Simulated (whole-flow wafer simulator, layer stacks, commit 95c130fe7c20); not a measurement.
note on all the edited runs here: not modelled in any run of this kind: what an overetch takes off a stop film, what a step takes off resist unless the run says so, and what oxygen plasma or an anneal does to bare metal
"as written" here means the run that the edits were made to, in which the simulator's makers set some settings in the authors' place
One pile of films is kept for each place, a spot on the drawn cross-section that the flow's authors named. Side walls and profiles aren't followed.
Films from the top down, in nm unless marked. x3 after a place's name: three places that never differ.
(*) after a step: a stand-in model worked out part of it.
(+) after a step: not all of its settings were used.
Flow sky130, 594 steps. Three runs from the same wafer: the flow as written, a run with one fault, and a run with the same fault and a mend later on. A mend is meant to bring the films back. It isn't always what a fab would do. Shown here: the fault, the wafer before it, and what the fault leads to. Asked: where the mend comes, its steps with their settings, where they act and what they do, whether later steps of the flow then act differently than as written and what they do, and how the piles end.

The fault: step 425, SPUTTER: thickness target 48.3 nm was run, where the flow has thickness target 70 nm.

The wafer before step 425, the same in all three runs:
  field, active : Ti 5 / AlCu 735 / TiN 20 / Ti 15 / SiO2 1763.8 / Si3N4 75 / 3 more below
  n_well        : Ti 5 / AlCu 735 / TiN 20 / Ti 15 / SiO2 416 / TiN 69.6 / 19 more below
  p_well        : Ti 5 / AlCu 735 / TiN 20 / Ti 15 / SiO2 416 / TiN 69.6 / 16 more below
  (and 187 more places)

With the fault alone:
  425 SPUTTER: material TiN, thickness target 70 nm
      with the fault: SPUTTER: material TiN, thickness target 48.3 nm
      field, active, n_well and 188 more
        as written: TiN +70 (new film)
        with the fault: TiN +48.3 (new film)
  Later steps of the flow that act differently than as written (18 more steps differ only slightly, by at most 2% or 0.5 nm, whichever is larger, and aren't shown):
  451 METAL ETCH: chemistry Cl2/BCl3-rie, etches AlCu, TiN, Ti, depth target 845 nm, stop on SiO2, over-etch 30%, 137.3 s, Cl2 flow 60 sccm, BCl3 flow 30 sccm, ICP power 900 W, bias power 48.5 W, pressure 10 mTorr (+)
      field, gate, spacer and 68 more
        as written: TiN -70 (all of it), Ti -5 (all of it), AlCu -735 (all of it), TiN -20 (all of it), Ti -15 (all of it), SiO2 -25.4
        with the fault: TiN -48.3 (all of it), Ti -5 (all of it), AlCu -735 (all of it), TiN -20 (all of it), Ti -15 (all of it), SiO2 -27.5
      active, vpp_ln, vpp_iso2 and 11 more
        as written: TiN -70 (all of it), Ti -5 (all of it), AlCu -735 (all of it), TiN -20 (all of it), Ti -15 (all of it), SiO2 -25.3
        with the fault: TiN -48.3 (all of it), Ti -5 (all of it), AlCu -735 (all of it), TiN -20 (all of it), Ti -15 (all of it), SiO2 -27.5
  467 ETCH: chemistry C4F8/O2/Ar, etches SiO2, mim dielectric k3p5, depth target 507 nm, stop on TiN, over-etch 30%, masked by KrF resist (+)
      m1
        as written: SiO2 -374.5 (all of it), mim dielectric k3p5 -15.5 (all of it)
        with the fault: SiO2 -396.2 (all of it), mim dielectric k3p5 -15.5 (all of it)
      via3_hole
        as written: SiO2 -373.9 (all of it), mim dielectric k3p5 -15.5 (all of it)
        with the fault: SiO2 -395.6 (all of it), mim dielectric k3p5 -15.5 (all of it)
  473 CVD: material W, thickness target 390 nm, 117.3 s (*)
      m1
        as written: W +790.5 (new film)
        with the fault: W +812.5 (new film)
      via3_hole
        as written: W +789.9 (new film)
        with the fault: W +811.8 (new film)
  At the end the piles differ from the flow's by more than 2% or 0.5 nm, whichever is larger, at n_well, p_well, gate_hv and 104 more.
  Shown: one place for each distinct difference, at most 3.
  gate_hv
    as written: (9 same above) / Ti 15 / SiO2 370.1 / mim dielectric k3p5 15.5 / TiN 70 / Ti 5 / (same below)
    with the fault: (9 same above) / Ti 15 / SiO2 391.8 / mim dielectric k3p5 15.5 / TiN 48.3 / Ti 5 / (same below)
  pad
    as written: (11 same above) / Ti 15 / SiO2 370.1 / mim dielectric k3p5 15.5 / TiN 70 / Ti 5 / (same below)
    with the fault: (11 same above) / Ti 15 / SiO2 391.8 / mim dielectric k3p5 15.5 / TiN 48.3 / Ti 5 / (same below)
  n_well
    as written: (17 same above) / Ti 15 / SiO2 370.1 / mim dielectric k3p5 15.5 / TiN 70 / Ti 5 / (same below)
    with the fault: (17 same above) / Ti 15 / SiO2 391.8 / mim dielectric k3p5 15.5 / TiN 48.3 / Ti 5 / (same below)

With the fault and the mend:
  The mend comes after step 425.
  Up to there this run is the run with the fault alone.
  425a SPUTTER: material TiN, thickness target 21.7 nm (the flow's step 425 once more, with other settings)
      field, active, n_well and 188 more
        TiN +21.7
  No later step of the flow acts differently than as written at any place that is followed.
  At the end the piles are the same as the flow's at every place that both follow.
